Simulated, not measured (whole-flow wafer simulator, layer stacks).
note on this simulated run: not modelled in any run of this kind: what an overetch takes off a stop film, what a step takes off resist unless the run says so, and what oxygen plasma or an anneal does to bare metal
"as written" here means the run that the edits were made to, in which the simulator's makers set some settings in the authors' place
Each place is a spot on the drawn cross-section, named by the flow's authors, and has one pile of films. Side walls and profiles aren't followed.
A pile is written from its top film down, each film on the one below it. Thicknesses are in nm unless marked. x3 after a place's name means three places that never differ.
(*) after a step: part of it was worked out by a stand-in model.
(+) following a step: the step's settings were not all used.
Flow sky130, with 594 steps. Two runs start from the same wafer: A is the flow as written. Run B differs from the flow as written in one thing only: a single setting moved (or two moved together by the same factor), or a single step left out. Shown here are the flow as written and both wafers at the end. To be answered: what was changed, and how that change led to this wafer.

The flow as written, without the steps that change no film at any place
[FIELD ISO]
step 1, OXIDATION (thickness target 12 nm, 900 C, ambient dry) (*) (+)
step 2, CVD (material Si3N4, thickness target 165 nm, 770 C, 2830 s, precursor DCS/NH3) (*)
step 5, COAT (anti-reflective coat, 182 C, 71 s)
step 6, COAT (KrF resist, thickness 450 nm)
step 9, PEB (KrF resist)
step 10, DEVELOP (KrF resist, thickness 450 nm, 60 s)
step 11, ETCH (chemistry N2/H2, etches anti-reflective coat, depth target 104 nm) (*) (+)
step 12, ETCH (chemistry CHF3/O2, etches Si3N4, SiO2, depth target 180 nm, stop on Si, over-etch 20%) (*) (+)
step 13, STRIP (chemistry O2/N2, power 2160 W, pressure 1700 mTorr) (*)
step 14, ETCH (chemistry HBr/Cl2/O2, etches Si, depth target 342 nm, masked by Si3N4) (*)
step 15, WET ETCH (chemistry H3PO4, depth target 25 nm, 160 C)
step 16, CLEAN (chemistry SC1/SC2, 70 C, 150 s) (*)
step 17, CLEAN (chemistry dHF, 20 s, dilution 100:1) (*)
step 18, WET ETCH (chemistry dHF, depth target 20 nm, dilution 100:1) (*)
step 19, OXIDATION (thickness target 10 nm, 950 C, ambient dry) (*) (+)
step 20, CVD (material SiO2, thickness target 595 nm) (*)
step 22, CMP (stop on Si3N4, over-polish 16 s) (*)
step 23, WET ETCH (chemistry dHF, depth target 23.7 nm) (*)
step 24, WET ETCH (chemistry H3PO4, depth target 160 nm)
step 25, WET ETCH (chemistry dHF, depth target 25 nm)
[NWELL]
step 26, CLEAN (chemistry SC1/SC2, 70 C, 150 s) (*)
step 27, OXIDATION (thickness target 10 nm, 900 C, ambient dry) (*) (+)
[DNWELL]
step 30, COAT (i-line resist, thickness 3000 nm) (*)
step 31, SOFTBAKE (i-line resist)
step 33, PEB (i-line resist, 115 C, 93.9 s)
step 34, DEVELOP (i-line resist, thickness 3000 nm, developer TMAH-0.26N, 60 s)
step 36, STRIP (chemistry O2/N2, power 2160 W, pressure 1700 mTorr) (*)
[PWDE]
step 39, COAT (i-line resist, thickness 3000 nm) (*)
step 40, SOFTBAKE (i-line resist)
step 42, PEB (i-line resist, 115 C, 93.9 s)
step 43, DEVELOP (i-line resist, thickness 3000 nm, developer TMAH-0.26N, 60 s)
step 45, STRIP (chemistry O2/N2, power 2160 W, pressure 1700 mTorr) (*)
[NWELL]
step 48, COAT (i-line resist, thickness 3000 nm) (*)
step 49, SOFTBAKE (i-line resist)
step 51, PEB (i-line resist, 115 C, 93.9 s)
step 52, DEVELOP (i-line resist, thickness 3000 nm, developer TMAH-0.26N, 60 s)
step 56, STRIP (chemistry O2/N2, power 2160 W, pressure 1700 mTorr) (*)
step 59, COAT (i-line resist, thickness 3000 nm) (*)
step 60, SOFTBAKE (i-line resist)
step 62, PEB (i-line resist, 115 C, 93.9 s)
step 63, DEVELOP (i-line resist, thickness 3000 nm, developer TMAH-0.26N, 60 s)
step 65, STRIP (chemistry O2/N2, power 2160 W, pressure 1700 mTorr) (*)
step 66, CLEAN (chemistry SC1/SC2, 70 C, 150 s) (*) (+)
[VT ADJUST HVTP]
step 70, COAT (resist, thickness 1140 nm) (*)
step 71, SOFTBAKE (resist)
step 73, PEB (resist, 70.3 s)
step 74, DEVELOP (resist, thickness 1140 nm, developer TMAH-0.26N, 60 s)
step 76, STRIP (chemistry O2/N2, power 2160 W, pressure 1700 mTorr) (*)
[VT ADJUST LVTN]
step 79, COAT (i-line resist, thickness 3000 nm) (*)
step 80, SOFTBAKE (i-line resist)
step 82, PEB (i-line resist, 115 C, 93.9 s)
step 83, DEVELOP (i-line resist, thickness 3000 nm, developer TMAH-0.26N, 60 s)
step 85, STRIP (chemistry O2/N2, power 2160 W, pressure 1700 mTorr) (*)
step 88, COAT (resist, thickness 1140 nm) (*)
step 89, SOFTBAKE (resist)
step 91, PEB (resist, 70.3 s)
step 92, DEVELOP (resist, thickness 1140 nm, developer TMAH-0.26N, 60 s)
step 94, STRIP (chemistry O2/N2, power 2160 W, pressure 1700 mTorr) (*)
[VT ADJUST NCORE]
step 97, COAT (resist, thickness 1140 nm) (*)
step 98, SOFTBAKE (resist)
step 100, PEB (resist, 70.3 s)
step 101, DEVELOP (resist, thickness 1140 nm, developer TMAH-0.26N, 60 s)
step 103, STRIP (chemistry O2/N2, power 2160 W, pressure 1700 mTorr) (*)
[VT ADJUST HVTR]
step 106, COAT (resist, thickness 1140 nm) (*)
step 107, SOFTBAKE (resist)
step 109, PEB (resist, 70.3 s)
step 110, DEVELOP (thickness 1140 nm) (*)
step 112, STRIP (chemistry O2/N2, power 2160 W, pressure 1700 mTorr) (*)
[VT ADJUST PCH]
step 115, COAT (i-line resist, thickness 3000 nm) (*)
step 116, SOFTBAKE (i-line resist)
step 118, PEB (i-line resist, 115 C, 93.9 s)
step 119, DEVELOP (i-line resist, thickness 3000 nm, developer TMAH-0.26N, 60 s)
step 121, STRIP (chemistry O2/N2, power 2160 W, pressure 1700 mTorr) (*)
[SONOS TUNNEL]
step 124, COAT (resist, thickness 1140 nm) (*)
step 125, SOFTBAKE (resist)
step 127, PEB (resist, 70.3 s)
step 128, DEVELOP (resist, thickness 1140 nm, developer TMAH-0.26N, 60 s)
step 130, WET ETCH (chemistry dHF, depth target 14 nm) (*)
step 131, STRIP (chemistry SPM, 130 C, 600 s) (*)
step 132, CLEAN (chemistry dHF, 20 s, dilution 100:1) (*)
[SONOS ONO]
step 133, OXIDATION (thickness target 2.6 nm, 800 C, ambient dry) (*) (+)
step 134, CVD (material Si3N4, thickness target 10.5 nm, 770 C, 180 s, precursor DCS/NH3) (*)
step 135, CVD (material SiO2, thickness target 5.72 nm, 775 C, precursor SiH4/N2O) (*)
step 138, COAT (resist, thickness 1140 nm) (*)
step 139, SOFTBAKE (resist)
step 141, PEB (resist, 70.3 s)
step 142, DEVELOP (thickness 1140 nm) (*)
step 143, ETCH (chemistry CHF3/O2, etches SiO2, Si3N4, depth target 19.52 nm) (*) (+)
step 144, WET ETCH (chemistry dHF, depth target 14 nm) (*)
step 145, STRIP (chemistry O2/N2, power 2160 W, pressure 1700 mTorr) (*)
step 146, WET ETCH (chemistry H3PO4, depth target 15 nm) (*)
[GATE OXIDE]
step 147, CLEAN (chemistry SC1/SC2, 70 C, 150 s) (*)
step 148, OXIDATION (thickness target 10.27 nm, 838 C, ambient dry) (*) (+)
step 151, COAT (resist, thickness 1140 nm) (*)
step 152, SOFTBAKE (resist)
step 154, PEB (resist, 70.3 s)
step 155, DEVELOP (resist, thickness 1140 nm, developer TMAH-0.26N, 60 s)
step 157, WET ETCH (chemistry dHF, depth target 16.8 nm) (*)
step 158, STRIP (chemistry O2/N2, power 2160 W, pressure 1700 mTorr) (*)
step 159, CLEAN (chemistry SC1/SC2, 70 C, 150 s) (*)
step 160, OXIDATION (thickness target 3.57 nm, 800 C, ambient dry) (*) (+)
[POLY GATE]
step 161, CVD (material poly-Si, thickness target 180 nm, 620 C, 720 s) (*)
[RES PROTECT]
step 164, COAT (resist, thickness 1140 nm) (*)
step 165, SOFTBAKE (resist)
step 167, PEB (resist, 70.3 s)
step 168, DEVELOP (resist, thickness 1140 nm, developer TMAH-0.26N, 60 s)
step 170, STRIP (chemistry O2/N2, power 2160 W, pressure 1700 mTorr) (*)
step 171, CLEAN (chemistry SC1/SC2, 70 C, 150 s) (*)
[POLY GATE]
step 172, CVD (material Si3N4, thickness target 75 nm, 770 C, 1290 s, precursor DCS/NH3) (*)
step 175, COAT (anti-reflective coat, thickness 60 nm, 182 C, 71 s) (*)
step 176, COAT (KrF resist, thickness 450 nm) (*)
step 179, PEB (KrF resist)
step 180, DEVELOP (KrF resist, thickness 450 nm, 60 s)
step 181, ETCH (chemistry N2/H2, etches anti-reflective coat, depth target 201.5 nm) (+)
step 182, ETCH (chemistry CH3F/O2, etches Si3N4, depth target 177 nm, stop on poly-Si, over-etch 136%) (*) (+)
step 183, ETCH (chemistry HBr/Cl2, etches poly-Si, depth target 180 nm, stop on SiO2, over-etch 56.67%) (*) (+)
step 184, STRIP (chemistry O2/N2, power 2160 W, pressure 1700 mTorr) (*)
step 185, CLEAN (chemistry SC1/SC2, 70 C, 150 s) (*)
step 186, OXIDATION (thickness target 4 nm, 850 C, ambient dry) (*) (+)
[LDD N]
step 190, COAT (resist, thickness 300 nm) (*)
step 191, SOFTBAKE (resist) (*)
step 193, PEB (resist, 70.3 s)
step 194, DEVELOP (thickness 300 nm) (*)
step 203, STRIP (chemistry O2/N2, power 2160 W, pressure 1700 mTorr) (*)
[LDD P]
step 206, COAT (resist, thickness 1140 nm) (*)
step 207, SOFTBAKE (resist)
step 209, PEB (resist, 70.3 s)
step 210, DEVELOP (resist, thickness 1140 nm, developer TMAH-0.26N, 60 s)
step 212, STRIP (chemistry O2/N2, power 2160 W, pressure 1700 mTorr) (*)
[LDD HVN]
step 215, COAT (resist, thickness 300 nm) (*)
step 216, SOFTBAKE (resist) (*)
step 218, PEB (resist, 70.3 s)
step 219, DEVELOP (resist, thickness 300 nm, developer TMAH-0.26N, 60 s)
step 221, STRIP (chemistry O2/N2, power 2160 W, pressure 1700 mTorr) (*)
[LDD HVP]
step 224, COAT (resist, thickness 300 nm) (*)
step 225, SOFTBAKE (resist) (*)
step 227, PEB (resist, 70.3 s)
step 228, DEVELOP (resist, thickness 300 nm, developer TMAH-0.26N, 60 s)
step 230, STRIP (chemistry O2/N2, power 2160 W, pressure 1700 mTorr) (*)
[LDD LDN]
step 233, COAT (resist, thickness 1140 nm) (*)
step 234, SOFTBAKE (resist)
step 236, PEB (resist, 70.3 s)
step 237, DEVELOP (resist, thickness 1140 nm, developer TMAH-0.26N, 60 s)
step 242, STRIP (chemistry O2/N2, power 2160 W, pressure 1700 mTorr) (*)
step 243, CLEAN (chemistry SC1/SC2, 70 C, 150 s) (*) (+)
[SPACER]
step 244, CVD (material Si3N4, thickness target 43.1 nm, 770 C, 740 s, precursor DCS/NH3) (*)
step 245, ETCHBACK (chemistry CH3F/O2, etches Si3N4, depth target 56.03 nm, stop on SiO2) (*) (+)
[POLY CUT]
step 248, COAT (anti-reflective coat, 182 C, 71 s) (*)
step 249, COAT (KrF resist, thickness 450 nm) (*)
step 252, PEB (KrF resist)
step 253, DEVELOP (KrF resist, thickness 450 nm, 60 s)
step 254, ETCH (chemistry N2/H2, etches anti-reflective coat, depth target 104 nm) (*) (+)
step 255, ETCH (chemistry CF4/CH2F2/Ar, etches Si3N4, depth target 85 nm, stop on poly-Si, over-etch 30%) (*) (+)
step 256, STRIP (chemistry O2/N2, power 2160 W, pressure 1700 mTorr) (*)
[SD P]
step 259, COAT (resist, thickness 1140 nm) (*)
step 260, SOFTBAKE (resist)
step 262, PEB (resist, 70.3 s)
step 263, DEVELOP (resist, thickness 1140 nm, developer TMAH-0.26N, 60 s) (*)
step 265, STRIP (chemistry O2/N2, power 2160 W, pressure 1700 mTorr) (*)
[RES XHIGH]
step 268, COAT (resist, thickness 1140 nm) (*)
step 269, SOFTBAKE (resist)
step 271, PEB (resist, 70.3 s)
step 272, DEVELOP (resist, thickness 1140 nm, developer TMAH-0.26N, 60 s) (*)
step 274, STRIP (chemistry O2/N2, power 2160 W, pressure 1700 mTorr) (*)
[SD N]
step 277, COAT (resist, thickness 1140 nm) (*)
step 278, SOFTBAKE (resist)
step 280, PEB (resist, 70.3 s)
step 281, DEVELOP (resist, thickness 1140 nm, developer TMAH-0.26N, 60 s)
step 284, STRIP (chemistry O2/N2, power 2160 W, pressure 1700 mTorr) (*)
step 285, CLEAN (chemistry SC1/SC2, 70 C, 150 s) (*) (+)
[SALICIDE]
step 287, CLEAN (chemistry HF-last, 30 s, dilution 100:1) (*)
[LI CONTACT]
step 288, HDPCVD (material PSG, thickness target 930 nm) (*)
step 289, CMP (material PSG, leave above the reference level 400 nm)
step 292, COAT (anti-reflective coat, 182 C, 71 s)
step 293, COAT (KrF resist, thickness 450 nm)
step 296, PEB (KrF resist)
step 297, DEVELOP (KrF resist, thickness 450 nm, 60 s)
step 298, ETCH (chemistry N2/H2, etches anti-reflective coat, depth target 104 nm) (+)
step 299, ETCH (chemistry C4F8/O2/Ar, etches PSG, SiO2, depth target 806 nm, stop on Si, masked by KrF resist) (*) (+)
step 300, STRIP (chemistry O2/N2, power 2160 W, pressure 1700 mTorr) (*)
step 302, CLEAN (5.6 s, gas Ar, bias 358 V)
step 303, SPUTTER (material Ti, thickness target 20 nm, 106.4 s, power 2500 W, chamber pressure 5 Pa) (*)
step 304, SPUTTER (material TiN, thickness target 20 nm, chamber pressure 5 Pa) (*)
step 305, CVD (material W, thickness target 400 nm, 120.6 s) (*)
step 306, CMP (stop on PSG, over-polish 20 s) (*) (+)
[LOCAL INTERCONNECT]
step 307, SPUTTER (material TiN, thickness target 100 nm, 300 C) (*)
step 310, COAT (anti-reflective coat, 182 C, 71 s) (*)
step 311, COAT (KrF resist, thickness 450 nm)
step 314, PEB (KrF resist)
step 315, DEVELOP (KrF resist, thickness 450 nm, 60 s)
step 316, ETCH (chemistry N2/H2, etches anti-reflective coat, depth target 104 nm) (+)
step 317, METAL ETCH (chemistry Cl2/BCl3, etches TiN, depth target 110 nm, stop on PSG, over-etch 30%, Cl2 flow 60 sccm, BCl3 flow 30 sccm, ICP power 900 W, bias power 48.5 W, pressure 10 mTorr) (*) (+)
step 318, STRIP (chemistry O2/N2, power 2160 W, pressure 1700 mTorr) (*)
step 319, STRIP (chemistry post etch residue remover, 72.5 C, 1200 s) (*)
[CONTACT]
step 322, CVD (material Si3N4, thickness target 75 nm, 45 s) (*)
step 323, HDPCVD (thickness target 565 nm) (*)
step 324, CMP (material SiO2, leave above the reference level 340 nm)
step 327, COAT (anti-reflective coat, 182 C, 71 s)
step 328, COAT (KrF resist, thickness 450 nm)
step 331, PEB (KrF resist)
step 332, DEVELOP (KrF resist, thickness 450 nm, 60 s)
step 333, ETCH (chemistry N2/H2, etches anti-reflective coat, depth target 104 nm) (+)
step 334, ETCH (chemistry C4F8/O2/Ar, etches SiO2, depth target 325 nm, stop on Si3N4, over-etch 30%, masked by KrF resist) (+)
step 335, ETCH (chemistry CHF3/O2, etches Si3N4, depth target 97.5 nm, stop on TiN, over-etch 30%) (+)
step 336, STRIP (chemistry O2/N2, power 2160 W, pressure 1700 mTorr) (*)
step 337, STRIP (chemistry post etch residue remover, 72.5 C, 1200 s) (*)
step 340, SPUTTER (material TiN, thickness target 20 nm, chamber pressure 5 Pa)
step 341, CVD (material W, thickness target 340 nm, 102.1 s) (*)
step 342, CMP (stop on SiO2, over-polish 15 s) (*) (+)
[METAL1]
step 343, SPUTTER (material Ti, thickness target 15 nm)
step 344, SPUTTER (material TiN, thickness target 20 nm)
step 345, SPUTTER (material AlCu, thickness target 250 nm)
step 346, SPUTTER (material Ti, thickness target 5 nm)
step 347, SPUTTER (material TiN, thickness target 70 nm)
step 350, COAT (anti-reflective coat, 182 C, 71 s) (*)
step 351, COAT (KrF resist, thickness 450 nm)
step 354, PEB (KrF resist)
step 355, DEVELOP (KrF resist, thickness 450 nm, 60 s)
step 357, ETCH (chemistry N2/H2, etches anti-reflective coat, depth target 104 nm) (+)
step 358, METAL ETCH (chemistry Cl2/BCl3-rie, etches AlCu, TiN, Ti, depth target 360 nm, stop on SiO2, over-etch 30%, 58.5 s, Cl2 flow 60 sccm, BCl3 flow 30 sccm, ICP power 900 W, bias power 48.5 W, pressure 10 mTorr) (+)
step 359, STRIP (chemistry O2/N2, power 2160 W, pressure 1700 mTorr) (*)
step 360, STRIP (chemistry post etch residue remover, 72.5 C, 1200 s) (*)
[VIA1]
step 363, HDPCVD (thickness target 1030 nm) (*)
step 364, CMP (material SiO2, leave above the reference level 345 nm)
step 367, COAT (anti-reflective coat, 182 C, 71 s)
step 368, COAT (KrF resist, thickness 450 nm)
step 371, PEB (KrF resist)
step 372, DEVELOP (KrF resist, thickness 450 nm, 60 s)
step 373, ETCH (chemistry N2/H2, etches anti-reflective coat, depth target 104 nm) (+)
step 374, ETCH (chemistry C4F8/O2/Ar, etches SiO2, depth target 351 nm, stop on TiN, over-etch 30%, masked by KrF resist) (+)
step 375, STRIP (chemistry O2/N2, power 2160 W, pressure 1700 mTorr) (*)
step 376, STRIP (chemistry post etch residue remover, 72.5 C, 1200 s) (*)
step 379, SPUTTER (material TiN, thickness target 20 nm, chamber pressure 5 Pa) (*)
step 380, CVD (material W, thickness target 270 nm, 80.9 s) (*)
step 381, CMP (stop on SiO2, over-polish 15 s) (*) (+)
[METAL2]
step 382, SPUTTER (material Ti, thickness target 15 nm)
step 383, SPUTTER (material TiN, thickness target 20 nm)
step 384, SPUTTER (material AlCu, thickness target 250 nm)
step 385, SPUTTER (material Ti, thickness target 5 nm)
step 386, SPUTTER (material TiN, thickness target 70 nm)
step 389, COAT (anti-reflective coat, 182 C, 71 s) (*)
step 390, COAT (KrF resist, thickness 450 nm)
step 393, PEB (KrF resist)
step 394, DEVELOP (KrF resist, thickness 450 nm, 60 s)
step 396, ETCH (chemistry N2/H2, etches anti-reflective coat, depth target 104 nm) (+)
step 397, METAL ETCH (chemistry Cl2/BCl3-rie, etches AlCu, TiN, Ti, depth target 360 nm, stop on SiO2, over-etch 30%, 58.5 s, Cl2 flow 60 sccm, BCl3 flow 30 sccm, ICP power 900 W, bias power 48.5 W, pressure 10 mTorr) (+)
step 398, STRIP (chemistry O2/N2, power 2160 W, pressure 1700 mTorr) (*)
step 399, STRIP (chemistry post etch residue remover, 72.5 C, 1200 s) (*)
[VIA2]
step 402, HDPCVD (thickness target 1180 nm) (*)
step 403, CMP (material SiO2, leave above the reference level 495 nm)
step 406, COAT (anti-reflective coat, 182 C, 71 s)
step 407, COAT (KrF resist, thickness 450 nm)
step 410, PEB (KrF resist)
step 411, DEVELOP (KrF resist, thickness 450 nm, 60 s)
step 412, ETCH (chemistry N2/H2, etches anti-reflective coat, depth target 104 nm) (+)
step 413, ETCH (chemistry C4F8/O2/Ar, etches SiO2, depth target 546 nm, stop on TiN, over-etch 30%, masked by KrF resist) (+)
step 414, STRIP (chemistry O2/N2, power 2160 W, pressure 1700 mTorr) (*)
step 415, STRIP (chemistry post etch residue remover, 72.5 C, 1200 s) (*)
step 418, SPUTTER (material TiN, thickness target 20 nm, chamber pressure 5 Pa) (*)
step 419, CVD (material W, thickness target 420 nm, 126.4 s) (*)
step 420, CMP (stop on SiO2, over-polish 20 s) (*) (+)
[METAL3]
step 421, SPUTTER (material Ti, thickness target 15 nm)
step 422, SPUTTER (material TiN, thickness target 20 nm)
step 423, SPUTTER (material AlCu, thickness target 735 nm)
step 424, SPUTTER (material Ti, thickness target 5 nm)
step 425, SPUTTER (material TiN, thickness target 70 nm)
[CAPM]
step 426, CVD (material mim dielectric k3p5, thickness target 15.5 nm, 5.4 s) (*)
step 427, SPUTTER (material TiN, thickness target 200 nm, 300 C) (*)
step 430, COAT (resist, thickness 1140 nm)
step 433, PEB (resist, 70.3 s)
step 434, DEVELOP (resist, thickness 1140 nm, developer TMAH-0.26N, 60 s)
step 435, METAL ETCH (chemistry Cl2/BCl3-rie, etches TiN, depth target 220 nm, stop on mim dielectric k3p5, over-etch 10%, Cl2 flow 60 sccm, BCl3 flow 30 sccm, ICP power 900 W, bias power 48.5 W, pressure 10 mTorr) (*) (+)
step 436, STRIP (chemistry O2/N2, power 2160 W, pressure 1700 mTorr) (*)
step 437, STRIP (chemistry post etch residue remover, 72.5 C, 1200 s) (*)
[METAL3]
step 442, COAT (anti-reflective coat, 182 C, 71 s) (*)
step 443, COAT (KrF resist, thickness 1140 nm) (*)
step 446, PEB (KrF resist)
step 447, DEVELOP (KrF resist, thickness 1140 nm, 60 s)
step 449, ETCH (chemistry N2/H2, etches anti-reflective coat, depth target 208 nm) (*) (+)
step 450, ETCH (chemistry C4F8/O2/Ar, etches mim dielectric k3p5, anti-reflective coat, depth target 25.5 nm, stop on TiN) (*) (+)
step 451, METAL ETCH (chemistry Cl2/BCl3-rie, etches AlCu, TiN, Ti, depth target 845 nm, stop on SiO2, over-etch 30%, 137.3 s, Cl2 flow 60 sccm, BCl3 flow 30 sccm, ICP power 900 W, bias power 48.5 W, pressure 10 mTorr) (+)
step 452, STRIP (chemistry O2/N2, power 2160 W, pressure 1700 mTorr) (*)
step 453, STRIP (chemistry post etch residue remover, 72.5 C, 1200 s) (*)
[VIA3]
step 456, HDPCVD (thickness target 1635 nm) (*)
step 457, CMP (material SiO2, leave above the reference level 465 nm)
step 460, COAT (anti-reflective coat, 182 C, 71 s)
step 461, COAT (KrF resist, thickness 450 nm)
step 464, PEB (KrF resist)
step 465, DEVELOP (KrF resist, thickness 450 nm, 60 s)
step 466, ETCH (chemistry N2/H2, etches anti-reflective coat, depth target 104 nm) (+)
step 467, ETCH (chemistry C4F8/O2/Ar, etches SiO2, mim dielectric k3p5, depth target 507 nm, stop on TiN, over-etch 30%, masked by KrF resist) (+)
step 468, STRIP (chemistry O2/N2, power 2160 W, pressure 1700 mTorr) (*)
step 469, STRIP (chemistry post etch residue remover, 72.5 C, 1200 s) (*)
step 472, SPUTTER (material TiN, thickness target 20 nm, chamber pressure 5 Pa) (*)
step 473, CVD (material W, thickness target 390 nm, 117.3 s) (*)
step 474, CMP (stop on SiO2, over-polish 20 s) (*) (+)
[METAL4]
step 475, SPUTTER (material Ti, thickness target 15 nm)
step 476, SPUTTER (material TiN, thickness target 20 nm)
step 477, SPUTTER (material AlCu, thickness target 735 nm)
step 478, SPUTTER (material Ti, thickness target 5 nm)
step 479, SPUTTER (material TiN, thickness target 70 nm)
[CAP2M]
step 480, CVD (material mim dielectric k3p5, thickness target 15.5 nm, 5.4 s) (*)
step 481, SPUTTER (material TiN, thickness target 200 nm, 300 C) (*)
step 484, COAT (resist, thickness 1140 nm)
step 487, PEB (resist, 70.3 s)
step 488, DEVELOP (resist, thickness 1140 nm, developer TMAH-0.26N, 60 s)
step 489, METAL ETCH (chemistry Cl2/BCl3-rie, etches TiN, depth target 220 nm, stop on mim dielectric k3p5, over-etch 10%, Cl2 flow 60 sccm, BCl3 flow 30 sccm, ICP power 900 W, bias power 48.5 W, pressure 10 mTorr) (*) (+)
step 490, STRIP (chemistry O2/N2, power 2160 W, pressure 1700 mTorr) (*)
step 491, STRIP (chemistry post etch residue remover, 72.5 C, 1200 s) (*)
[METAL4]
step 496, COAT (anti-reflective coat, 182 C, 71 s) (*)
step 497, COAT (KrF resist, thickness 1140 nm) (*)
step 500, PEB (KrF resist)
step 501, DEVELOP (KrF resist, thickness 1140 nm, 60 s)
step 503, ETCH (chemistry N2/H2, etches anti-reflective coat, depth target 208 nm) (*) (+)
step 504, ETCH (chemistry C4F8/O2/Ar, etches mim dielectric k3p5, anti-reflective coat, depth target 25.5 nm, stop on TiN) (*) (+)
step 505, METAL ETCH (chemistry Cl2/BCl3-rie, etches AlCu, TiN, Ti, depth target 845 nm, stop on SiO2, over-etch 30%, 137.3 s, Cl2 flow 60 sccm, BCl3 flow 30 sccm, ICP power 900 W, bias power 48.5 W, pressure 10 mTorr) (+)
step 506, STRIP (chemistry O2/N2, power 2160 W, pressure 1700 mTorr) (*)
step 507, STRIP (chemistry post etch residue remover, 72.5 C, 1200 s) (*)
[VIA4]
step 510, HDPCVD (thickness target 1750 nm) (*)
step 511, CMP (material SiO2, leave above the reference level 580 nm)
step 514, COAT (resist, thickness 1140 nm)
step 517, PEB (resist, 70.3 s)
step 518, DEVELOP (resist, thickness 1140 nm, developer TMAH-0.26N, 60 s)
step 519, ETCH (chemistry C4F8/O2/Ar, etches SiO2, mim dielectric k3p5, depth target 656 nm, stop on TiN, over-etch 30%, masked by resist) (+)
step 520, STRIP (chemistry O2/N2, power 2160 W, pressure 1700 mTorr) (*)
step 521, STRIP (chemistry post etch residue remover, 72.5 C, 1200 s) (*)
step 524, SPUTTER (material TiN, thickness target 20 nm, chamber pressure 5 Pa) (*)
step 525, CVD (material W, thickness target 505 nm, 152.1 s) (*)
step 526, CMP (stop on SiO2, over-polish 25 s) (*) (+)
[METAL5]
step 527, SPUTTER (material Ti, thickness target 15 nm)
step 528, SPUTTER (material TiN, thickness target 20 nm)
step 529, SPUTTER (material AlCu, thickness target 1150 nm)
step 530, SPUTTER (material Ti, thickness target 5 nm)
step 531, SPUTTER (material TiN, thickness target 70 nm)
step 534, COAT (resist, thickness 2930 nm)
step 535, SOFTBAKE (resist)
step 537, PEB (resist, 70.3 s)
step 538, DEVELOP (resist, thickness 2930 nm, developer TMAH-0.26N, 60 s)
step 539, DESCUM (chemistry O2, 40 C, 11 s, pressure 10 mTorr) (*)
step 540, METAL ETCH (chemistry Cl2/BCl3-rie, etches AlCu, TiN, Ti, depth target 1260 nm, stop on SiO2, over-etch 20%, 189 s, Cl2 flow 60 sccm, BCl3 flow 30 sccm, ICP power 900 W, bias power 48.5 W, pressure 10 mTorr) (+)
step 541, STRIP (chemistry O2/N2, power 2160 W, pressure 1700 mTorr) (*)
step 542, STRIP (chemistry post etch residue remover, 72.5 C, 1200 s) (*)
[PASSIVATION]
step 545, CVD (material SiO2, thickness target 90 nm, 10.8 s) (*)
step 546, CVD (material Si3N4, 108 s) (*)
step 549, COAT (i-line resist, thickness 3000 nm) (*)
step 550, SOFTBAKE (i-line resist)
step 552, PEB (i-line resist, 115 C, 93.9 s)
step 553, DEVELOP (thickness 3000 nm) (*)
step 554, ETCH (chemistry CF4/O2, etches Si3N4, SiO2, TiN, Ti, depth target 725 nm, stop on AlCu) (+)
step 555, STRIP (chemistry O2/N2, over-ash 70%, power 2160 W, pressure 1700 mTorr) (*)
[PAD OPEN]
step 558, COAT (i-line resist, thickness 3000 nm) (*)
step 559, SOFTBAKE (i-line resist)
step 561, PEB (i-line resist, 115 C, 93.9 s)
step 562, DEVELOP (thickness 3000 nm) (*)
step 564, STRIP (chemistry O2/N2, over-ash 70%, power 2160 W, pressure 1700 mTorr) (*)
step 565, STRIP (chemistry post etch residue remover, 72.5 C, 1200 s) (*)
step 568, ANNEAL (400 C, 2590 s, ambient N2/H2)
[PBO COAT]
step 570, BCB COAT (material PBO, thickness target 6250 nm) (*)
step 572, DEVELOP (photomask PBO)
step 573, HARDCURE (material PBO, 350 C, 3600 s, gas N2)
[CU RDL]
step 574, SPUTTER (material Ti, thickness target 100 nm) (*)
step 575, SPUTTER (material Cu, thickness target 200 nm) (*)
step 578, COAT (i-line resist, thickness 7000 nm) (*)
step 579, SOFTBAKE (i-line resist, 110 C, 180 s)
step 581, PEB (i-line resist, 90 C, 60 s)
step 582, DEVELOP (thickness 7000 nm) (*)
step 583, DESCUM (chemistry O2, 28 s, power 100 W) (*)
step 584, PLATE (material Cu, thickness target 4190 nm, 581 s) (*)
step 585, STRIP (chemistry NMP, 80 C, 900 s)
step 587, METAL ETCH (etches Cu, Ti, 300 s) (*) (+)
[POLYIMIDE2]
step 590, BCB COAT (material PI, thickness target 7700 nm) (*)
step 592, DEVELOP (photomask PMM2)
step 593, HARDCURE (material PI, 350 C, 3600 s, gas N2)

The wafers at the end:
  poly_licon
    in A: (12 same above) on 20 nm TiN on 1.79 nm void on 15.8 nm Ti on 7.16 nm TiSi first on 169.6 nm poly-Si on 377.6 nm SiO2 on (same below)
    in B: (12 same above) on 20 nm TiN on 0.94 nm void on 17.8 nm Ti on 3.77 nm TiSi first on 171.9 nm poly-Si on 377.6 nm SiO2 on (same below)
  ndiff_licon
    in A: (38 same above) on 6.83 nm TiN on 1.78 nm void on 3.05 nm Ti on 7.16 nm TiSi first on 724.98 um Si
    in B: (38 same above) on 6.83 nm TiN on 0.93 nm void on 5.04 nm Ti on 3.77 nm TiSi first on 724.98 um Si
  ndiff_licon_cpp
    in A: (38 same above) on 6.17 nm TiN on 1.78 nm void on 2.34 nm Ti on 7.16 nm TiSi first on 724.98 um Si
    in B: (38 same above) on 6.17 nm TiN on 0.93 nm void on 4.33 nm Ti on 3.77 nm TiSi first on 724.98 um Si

Cause: step 568, ANNEAL: 350 C was run, while the flow as written has 400 C.

How this came from the change, step by step:
  step 568, ANNEAL (400 C, 2590 s, ambient N2/H2)
      poly_licon, rpo_hd_licon: A under 11 films: void gains 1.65 (new film), Ti loses 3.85, TiSi first gains 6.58 (new film), poly-Si loses 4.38 | B under 11 films: void gains 0.62 (new film), Ti loses 1.46, TiSi first gains 2.49 (new film), poly-Si loses 1.66
      ndiff_licon, ndiff_licon_cpp: A under 37 films: void gains 1.63 (new film), Ti loses 3.85, TiSi first gains 6.58 (new film), Si loses 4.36 | B under 37 films: void gains 0.62 (new film), Ti loses 1.46, TiSi first gains 2.49 (new film), Si loses 1.65
